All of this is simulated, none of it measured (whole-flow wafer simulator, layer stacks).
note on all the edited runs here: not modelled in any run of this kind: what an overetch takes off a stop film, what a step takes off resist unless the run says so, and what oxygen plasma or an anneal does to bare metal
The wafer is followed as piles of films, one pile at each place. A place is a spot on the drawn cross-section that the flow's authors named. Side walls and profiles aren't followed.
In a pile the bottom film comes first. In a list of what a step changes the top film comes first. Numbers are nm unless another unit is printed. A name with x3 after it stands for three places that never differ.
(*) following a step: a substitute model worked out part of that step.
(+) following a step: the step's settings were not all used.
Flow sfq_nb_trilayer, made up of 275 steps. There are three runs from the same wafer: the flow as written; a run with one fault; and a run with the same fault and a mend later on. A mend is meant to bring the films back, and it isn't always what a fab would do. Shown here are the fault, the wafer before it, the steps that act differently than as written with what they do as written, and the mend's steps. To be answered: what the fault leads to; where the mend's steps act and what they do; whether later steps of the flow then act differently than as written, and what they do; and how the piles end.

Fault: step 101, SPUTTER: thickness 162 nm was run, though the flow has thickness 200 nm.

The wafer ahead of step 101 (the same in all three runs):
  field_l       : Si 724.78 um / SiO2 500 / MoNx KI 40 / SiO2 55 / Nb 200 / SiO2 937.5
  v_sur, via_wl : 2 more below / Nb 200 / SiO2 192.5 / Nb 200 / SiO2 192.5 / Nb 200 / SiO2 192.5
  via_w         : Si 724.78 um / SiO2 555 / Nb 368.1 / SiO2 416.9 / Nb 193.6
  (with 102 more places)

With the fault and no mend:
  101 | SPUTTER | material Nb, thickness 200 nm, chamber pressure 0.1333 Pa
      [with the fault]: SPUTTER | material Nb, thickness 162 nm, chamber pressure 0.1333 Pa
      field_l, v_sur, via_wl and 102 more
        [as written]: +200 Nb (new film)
        [with the fault]: +162 Nb (new film)
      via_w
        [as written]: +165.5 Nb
        [with the fault]: +133.9 Nb
  Steps later in the flow that act otherwise than as written (5 more steps, not shown, differ only slightly: by at most 2% or 0.5 nm, whichever is larger):
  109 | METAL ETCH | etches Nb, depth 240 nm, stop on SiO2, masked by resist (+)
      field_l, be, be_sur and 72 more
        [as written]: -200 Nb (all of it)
        [with the fault]: -162 Nb (all of it)
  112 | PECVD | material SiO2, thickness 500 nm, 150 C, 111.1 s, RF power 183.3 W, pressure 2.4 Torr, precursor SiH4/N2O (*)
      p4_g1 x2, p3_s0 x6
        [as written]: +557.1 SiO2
        [with the fault]: +519.1 SiO2
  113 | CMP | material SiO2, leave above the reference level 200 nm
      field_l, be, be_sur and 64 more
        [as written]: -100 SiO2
        [with the fault]: -138 SiO2
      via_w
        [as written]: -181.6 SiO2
        [with the fault]: -177.9 SiO2
  The piles end different from the flow's at v_sur, via_wl, via_w and 74 more by more than 2% or 0.5 nm, whichever is larger.
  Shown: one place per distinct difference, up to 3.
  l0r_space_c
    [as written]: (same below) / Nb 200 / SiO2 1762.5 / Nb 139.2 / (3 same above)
    [with the fault]: (same below) / Nb 200 / SiO2 1724.5 / Nb 139.2 / (3 same above)
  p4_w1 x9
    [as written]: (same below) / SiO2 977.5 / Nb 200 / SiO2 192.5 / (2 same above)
    [with the fault]: (same below) / SiO2 977.5 / Nb 162 / SiO2 192.5 / (2 same above)
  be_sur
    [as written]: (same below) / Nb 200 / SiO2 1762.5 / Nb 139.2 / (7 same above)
    [with the fault]: (same below) / Nb 200 / SiO2 1724.5 / Nb 139.2 / (7 same above)

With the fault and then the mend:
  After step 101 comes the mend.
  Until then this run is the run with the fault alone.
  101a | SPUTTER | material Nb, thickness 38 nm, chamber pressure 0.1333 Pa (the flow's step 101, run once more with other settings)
      field_l, v_sur, via_wl and 102 more
        +38 Nb
      via_w
        +29.2 Nb
  None of the later steps of the flow differs from how it acts as written, at any place that is followed, by more than 2% or 0.5 nm, whichever is larger.
  At the end the piles are close to the flow's at the places that both follow, differing by at most 2% or 0.5 nm, whichever is larger.
